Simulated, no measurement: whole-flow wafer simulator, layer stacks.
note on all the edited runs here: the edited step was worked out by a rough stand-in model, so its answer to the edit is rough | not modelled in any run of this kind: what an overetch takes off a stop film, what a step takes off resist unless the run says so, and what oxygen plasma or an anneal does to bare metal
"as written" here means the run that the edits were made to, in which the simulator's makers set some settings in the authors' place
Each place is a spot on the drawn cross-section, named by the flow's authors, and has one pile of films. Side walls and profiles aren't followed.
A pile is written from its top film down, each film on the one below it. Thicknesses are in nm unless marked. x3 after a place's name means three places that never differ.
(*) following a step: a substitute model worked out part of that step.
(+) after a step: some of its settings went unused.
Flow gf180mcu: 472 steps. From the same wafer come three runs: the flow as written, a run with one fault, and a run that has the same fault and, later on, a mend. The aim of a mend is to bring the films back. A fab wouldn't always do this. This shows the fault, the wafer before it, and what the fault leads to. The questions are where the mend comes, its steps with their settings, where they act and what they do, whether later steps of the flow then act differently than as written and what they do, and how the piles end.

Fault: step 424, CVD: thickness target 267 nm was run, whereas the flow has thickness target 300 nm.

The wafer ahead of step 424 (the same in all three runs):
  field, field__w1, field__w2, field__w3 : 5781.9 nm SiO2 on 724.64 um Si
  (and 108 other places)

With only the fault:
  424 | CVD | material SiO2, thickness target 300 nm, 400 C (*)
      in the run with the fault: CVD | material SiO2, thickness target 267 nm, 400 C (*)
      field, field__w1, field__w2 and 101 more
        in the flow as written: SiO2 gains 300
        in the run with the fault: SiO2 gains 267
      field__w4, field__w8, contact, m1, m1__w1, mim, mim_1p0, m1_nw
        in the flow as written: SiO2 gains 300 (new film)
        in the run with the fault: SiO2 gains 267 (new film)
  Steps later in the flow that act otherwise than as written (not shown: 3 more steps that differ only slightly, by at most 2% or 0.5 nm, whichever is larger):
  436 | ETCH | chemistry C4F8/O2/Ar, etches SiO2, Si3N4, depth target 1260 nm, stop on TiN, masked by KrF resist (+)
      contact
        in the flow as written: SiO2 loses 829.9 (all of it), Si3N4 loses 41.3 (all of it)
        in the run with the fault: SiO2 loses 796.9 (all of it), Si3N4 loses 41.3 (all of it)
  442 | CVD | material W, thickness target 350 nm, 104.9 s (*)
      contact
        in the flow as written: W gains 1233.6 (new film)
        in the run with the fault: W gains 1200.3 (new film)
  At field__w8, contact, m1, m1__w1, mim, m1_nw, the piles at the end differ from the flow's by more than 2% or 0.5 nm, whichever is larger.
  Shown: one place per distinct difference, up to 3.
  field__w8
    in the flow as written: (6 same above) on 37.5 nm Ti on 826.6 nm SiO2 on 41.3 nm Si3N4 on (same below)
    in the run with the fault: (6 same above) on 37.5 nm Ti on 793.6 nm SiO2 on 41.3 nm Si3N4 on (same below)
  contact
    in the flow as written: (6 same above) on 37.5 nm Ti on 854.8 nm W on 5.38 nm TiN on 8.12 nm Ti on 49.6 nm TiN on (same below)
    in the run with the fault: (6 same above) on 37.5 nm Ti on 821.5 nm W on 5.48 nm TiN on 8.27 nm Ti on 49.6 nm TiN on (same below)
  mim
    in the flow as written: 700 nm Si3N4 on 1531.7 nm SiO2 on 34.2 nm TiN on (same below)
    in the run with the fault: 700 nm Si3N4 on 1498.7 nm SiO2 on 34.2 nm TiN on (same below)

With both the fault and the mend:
  The mend follows step 424.
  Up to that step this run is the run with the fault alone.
  424a | CVD | material SiO2, thickness target 33 nm, 400 C (*) (a further turn of the flow's step 424, with different settings)
      field, field__w1, field__w2 and 109 more
        SiO2 gains 33
  None of the later steps of the flow acts differently than as written at any place that is followed.
  By the end, the piles equal the flow's at every place that both follow.
